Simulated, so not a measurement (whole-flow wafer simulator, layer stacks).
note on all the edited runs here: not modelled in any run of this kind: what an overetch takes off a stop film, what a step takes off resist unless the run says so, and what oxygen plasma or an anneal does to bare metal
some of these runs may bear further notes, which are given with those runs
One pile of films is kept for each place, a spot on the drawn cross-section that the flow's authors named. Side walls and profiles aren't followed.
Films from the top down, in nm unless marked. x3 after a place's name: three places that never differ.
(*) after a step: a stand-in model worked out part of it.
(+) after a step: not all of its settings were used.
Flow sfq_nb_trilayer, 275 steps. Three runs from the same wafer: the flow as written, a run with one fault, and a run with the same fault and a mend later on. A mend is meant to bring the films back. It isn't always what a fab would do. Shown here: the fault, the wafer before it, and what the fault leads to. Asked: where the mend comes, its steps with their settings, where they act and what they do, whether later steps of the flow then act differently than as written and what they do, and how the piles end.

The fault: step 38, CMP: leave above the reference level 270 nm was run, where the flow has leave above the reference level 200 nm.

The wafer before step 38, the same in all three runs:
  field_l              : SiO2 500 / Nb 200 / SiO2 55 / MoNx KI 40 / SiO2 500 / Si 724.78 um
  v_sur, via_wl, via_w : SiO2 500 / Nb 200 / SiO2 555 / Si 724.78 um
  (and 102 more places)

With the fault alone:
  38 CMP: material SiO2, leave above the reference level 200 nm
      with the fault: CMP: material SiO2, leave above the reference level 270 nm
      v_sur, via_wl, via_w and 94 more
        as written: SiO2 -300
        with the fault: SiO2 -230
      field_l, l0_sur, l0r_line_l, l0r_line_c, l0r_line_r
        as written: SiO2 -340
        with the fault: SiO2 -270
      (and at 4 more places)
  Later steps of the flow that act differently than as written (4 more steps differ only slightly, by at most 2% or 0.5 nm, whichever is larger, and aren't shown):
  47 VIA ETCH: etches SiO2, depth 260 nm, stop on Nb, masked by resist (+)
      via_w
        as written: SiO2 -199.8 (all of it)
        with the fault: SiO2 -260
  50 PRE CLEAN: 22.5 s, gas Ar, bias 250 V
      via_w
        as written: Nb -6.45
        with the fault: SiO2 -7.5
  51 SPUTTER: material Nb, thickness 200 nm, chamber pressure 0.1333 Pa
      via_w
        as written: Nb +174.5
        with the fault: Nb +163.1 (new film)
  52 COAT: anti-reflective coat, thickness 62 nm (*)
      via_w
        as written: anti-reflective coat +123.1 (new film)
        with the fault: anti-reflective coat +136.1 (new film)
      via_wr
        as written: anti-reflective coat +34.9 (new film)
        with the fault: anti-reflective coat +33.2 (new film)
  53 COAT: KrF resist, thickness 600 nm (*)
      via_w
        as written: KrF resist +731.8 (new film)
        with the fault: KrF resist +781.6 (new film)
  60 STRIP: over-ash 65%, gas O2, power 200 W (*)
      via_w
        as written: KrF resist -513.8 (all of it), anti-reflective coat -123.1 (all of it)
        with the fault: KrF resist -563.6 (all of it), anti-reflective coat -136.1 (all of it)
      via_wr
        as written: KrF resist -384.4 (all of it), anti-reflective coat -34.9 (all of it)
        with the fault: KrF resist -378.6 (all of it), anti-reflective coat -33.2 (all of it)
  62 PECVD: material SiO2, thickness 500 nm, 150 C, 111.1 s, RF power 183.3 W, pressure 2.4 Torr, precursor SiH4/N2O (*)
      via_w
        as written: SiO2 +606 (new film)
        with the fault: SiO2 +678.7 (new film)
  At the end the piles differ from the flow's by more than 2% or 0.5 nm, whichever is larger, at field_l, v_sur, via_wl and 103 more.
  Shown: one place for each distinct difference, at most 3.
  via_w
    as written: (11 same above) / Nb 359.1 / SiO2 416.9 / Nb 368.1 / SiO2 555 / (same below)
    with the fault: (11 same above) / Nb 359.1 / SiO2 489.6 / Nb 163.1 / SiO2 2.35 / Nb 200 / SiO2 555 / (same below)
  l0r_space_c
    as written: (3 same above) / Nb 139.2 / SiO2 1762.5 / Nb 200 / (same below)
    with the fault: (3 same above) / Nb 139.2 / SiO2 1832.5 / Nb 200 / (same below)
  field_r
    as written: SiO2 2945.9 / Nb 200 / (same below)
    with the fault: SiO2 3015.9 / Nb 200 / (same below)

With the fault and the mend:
  The mend comes after step 39.
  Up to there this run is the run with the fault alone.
  39a CMP: material SiO2, leave above the reference level 200 nm (the flow's step 38 once more)
      field_l, v_sur, via_wl and 103 more
        SiO2 -70
  No later step of the flow acts differently than as written at any place that is followed.
  At the end the piles are the same as the flow's at every place that both follow.
